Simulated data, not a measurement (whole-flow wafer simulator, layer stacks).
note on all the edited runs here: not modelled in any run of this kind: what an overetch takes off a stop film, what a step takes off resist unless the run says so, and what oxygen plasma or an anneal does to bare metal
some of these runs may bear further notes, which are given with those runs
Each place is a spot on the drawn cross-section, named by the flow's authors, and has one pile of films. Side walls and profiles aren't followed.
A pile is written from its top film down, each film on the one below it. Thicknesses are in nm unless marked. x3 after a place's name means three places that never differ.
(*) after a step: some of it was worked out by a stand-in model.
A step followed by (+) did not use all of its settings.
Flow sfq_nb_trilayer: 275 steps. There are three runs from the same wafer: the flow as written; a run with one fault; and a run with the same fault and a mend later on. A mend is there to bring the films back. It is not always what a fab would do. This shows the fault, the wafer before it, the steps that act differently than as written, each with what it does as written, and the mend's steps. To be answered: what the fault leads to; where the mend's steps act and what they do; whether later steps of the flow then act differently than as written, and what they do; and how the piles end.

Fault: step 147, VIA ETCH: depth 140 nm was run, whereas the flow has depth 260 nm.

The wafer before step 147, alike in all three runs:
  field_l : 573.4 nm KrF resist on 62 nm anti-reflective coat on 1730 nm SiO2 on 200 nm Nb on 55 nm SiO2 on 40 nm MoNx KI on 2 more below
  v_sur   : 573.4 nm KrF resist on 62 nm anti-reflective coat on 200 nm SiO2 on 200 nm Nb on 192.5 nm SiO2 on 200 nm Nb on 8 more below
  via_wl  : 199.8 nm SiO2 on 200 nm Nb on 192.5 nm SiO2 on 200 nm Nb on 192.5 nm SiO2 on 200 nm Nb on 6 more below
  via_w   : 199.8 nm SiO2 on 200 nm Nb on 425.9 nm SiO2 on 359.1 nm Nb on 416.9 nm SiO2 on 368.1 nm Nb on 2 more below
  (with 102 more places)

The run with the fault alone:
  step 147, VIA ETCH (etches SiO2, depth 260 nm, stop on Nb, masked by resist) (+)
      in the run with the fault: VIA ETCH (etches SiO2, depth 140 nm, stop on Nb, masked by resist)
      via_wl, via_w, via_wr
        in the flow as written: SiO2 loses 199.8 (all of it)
        in the run with the fault: SiO2 loses 140
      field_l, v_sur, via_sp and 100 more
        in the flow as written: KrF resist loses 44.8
        in the run with the fault: KrF resist loses 24.1
  Later steps of the flow acting differently than as written (5 other steps are not shown; they differ only slightly, by no more than 2% or 0.5 nm, whichever is larger):
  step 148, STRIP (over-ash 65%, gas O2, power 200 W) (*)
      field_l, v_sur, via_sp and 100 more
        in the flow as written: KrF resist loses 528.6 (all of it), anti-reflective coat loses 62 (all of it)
        in the run with the fault: KrF resist loses 549.3 (all of it), anti-reflective coat loses 62 (all of it)
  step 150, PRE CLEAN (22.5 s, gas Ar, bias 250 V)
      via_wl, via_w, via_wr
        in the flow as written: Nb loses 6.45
        in the run with the fault: SiO2 loses 7.5
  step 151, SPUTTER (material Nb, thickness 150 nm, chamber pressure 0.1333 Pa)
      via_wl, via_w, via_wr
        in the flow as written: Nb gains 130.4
        in the run with the fault: Nb gains 137.3 (new film)
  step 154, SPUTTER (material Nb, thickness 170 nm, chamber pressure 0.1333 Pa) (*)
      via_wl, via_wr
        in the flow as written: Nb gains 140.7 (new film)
        in the run with the fault: Nb gains 120.1 (new film)
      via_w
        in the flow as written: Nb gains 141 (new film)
        in the run with the fault: Nb gains 164.2 (new film)
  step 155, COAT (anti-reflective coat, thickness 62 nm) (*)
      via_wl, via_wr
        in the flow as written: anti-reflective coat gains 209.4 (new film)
        in the run with the fault: anti-reflective coat gains 200.5 (new film)
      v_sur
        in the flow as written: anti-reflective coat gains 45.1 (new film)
        in the run with the fault: anti-reflective coat gains 47.9 (new film)
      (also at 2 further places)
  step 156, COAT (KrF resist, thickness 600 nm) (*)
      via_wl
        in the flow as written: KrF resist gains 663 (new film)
        in the run with the fault: KrF resist gains 641.6 (new film)
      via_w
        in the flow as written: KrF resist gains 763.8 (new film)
        in the run with the fault: KrF resist gains 696.8 (new film)
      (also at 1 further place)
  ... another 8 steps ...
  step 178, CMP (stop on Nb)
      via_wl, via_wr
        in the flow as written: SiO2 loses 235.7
        in the run with the fault: SiO2 loses 301.3
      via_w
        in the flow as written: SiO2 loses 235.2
        in the run with the fault: SiO2 loses 300.7
  The piles end different from the flow's at via_wl, via_w, via_wr by more than 2% or 0.5 nm, whichever is larger.
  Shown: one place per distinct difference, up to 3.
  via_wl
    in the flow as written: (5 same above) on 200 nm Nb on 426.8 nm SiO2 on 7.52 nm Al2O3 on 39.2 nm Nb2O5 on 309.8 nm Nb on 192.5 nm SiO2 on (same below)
    in the run with the fault: (5 same above) on 200 nm Nb on 361.2 nm SiO2 on 7.71 nm Al2O3 on 38.9 nm Nb2O5 on 123.3 nm Nb on 52.3 nm SiO2 on 200 nm Nb on 192.5 nm SiO2 on (same below)
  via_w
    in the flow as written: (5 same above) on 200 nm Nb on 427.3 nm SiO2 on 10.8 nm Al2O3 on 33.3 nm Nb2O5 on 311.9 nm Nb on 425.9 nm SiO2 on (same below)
    in the run with the fault: (5 same above) on 200 nm Nb on 361.8 nm SiO2 on 11.8 nm Al2O3 on 31.6 nm Nb2O5 on 125.9 nm Nb on 52.3 nm SiO2 on 200 nm Nb on 425.9 nm SiO2 on (same below)

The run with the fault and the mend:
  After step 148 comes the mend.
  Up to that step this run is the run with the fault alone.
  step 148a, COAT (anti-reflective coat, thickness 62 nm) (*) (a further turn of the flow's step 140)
      p4_fl x3, p4_w1 x9, p4_g1 x2 and 63 more
        anti-reflective coat gains 62 (new film)
      moat, field_r, lsp_l and 6 more
        anti-reflective coat gains 61.8 (new film)
      c5j, ce_r, sp_r, be_r, r_sur, res, r_end
        anti-reflective coat gains 61.7 (new film)
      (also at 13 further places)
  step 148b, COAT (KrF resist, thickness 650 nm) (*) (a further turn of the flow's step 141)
      p4_fl x3, p4_w1 x9, p4_g1 x2 and 63 more
        KrF resist gains 650 (new film)
      moat, field_r, lsp_l, ln_m5, lsp_m, ln_m6, lsp_r, l0_sur
        KrF resist gains 649.5 (new film)
      r_sur, res, r_end, l0v
        KrF resist gains 649.4 (new film)
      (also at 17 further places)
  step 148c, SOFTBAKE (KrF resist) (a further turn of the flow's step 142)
      does not change any film at any place that is followed
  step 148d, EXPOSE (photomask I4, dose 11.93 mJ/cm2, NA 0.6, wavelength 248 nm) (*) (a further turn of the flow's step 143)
      does not change any film at any place that is followed
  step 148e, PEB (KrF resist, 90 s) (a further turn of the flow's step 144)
      jj_sur, ce_l, c5j and 92 more
        KrF resist loses 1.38
      v_sur, via_v, wire, be, be_sur, gap
        KrF resist loses 1.37
      field_l, via_sp
        KrF resist loses 1.36
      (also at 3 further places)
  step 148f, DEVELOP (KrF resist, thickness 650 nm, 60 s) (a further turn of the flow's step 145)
      field_l, v_sur, via_sp and 100 more
        KrF resist loses 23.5
      via_wl
        KrF resist loses 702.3 (all of it)
      via_w
        KrF resist loses 740.6 (all of it)
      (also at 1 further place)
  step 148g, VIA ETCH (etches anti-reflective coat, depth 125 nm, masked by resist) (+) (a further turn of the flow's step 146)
      field_l, v_sur, via_sp and 100 more
        KrF resist loses 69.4
      via_wl, via_wr
        anti-reflective coat loses 123.9 (all of it)
      via_w
        anti-reflective coat loses 81.1 (all of it), SiO2 loses 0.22
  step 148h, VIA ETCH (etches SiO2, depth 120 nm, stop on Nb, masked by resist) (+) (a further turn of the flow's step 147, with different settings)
      field_l, v_sur, via_sp and 100 more
        KrF resist loses 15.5
      via_wl, via_wr
        SiO2 loses 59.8 (all of it)
      via_w
        SiO2 loses 59.6 (all of it)
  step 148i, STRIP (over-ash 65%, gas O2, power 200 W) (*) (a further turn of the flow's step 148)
      p4_fl x3, p4_w1 x9, p4_g1 x2 and 63 more
        KrF resist loses 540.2 (all of it), anti-reflective coat loses 62 (all of it)
      moat, field_r, lsp_l, ln_m5, lsp_m, ln_m6, lsp_r, l0_sur
        KrF resist loses 539.7 (all of it), anti-reflective coat loses 61.8 (all of it)
      r_sur, res, r_end
        KrF resist loses 539.6 (all of it), anti-reflective coat loses 61.7 (all of it)
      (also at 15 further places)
  Later steps of the flow that are run all act as written at every place that is followed, up to a difference of at most 2% or 0.5 nm, whichever is larger.
  By the end, the piles equal the flow's at every place that both follow.
